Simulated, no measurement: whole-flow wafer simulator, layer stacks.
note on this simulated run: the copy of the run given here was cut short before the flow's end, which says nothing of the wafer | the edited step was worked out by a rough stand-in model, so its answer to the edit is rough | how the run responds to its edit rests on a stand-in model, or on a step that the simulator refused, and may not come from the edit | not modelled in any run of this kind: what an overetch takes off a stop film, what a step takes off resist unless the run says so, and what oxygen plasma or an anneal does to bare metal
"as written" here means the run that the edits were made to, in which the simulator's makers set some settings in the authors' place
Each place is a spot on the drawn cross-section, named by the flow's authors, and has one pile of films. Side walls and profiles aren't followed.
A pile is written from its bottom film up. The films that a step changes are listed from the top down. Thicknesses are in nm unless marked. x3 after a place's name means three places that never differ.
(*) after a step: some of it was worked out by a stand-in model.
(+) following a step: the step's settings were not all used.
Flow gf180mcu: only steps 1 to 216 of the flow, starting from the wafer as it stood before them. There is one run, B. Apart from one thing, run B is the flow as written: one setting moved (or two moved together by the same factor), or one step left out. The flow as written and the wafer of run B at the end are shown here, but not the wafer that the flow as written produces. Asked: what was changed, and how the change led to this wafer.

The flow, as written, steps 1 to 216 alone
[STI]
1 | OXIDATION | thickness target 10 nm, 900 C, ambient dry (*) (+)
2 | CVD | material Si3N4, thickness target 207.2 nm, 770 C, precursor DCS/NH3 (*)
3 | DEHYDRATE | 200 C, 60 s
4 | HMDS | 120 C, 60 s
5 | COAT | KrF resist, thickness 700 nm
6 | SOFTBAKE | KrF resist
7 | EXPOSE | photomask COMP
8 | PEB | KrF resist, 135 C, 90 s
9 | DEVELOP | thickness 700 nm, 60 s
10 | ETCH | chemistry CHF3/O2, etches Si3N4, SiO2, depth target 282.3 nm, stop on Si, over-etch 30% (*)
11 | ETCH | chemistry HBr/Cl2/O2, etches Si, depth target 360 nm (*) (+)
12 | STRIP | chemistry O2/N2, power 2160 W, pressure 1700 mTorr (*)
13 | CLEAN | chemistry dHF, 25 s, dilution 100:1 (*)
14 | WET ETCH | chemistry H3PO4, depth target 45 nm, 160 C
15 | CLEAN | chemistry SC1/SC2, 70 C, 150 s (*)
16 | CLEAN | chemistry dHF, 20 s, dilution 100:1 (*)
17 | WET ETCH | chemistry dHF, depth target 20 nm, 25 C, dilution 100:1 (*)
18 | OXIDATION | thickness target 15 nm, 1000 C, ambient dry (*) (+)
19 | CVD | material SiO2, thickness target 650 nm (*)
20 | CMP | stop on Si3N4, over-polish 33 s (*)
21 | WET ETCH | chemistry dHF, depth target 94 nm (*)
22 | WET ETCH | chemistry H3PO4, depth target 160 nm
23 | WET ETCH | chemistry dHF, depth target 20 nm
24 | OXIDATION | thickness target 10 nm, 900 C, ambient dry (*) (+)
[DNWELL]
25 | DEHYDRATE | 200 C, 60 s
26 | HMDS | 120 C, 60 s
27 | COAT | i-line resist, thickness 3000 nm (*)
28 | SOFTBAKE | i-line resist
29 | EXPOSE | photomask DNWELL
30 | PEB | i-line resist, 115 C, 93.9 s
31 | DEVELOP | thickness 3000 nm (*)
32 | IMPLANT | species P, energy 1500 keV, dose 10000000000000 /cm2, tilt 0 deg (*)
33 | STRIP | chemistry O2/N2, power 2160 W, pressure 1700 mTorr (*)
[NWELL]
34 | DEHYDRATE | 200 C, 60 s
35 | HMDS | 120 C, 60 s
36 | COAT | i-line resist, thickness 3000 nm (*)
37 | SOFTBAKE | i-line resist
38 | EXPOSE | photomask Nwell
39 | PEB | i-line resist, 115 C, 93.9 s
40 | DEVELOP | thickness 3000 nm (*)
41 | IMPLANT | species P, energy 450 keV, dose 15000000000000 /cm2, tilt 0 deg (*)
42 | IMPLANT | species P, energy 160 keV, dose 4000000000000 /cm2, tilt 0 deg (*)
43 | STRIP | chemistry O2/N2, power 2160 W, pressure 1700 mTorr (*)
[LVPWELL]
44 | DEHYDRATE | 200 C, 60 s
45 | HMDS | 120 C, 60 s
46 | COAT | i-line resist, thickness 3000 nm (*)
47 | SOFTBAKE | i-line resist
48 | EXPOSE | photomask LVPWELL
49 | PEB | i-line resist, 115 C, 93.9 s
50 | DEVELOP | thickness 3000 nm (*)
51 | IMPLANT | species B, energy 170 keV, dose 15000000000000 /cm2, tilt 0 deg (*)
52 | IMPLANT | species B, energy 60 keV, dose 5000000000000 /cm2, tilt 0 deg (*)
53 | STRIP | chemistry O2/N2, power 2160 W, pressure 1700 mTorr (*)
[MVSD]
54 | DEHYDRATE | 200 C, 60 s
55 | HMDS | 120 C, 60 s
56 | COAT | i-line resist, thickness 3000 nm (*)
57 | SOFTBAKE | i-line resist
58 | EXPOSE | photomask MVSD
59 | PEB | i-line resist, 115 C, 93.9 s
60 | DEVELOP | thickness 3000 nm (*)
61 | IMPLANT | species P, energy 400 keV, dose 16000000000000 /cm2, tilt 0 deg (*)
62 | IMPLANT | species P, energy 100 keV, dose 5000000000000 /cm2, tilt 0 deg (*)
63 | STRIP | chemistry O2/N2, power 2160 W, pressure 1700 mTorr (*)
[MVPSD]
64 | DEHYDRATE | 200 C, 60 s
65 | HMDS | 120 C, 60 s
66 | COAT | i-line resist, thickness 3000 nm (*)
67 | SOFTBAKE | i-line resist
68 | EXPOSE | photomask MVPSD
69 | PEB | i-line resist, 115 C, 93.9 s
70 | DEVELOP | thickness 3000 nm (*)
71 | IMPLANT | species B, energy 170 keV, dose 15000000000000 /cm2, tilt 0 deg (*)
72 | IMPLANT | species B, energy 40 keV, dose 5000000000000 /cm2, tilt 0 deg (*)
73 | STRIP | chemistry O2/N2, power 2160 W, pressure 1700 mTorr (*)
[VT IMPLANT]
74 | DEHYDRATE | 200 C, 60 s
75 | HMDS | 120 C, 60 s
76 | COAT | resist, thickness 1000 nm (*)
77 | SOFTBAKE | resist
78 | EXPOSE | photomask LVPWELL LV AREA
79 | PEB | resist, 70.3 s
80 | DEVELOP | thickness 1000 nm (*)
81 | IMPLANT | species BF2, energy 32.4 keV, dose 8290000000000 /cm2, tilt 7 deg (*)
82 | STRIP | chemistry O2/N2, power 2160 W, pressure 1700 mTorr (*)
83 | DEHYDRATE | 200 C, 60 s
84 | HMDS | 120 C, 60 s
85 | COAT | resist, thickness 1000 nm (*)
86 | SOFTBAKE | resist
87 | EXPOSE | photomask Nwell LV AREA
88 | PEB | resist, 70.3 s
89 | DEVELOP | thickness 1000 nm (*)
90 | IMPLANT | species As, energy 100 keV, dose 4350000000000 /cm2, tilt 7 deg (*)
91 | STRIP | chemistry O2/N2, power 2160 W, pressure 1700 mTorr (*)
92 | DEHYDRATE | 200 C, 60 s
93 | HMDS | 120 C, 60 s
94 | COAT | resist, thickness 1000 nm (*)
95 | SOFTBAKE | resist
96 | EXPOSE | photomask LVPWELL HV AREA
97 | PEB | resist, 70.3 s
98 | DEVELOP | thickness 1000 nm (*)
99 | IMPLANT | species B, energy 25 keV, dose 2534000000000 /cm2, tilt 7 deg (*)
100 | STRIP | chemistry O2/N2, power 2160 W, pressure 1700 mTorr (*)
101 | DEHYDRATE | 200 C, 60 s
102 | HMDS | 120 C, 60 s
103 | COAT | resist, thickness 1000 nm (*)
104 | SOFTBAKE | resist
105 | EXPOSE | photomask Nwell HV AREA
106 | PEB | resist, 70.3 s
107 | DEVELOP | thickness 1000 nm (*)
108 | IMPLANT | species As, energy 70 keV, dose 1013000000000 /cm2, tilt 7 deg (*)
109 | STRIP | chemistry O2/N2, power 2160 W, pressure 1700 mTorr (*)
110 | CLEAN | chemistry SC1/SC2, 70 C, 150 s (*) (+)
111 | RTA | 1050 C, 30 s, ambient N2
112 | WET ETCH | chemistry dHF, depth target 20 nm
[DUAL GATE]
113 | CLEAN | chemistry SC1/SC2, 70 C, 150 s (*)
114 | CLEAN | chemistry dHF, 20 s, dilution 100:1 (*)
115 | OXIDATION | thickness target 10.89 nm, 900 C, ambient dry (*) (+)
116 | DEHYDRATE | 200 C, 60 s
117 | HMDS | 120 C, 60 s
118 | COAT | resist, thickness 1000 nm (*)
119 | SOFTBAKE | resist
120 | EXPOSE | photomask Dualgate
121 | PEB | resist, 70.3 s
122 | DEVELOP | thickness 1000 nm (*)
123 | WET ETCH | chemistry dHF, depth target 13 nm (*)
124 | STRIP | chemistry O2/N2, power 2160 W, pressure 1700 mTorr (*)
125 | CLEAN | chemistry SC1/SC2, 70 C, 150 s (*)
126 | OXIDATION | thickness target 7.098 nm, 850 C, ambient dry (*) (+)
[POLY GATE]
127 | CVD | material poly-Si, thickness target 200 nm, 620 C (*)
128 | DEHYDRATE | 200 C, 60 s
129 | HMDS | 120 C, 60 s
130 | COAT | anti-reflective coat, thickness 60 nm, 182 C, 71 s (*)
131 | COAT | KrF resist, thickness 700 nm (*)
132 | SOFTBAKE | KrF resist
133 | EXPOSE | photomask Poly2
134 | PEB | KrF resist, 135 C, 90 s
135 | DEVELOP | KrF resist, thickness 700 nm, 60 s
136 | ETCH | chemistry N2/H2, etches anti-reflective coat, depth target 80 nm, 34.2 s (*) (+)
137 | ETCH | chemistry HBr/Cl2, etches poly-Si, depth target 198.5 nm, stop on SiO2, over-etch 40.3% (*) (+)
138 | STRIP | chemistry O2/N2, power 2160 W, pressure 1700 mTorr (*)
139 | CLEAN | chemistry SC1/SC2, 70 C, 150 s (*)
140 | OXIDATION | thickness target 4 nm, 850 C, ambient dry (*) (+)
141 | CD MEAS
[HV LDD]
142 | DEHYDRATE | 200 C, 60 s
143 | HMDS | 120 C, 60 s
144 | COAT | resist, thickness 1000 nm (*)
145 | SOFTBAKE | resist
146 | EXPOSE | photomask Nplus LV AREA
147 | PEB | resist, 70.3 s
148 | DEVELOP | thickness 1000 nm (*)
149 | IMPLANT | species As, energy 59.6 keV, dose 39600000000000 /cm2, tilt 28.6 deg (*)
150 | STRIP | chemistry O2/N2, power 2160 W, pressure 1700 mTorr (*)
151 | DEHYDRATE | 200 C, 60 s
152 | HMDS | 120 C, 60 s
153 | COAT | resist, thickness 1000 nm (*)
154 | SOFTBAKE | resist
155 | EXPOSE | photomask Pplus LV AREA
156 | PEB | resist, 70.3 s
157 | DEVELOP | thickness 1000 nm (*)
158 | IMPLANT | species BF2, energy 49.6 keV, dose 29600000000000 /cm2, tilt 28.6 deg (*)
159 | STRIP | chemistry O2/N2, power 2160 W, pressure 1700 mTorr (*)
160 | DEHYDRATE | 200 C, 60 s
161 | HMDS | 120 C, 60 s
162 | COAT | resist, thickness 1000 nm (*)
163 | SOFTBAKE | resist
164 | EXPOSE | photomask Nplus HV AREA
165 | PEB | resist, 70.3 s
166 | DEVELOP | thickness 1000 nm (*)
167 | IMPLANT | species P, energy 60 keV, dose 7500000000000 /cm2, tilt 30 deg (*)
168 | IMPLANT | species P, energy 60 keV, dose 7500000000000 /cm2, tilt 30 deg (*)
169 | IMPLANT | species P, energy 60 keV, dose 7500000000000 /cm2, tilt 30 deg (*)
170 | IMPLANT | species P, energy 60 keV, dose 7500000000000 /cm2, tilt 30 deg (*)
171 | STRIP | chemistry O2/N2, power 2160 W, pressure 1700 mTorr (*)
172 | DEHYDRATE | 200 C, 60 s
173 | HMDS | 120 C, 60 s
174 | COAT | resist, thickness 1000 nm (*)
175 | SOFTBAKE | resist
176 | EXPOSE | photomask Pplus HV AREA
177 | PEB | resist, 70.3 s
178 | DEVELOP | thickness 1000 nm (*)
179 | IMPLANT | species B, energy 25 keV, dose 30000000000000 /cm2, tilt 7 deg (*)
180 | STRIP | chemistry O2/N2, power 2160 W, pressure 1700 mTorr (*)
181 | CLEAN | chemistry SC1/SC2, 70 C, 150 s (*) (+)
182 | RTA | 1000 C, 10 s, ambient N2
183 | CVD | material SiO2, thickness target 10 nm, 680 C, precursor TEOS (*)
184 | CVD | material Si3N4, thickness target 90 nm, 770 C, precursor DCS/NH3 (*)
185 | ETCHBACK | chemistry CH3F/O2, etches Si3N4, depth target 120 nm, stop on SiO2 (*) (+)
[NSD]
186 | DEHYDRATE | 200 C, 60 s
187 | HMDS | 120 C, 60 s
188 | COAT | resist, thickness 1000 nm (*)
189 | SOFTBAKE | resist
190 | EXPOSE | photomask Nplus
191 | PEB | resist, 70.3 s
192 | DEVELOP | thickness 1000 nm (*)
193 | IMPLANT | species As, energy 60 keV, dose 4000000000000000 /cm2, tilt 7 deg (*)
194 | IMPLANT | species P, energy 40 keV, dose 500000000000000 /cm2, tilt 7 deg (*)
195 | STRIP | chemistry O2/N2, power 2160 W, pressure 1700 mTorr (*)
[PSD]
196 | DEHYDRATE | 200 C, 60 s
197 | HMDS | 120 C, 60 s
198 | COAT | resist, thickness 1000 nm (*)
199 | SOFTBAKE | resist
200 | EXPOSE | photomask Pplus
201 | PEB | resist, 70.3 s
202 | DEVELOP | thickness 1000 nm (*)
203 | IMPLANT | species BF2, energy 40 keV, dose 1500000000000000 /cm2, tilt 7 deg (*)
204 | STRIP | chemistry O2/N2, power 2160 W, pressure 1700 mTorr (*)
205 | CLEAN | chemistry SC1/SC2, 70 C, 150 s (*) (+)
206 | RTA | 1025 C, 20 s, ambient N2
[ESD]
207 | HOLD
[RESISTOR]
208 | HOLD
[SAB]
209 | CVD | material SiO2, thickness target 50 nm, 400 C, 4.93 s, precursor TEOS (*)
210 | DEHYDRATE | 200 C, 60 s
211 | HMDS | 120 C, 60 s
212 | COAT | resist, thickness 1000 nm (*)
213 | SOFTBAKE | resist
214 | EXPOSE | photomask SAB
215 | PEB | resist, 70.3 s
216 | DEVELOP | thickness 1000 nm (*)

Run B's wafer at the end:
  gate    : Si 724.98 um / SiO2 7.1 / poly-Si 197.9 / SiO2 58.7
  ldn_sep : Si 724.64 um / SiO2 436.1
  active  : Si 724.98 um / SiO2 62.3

The reason: step 183, CVD: thickness target 8.25 nm was run, whereas the flow has thickness target 10 nm.

How this came from the change, step by step:
  183 | CVD | material SiO2, thickness target 10 nm, 680 C, precursor TEOS (*)
      field, field__w1, field__w2 and 99 more: SiO2 gains 8.25 (in the flow as written it would be: SiO2 gains 10)
      ld_drift_p: SiO2 gains 8.14 (in the flow as written it would be: SiO2 gains 9.87)
      (as well as at 1 more place)
  189 | SOFTBAKE | resist
      field: resist loses 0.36 (in the flow as written it would be: resist gains 3.56)
      active_hv: resist loses 0.53 (in the flow as written it would be: resist gains 2.68)
      (as well as at 3 more places)
  199 | SOFTBAKE | resist
      field: resist loses 0.36 (in the flow as written it would be: resist gains 3.56)
      active_hv: resist loses 0.53 (in the flow as written it would be: resist gains 2.68)
      (as well as at 3 more places)
